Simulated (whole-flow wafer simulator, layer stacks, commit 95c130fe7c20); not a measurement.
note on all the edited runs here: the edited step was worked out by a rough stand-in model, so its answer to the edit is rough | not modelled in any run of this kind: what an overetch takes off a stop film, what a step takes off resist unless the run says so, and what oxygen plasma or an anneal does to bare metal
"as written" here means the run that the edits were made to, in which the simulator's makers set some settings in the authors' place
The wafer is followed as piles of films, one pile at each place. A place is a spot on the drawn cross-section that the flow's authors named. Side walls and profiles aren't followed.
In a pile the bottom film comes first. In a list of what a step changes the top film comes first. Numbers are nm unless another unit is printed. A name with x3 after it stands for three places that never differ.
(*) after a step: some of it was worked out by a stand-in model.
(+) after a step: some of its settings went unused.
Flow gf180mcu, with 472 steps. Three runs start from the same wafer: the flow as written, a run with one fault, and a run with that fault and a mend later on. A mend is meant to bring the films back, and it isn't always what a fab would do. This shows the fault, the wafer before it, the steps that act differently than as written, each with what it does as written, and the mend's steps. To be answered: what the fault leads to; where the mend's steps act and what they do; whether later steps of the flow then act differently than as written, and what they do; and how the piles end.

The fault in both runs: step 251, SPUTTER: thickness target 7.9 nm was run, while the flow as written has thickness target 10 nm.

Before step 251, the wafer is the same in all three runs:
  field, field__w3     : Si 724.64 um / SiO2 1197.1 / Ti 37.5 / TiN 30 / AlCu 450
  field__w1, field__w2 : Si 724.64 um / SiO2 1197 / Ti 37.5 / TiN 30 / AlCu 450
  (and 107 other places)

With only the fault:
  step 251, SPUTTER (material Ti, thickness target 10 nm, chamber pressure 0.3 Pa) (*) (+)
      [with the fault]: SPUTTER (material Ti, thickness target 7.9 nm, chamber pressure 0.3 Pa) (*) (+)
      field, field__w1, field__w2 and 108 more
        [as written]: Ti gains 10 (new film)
        [with the fault]: Ti gains 7.9 (new film)
  Later steps of the flow acting differently than as written (not shown: 4 more steps that differ only slightly, by at most 2% or 0.5 nm, whichever is larger):
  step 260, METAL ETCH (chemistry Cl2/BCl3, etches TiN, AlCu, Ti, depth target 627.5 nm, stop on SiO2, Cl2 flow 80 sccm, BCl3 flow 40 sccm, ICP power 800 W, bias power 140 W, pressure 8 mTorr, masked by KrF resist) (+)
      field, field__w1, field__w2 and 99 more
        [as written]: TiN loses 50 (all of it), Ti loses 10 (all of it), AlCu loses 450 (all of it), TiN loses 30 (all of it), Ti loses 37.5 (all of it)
        [with the fault]: TiN loses 50 (all of it), Ti loses 7.9 (all of it), AlCu loses 450 (all of it), TiN loses 30 (all of it), Ti loses 37.5 (all of it)
  By the end, the piles at field__w8, contact, m1 and 6 more depart from the flow's by more than 2% or 0.5 nm, whichever is larger.
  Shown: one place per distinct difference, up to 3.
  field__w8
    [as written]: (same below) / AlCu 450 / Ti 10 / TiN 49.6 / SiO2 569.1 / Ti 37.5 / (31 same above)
    [with the fault]: (same below) / AlCu 450 / Ti 7.9 / TiN 49.6 / SiO2 571.2 / Ti 37.5 / (31 same above)
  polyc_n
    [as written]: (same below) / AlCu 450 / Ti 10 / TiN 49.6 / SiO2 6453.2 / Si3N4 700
    [with the fault]: (same below) / AlCu 450 / Ti 7.9 / TiN 49.6 / SiO2 6455.3 / Si3N4 700
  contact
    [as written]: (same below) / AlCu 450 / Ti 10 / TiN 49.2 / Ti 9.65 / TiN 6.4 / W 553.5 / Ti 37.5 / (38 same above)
    [with the fault]: (same below) / AlCu 450 / Ti 7.9 / TiN 49.2 / Ti 9.64 / TiN 6.4 / W 555.6 / Ti 37.5 / (38 same above)

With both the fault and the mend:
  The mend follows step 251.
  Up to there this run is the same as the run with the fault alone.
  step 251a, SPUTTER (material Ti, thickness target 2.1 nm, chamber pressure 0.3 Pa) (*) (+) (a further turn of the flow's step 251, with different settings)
      field, field__w1, field__w2 and 108 more
        Ti gains 2.1
  Every later step of the flow that is run acts as written at every place that is followed.
  By the end, the piles equal the flow's at every place that both follow.
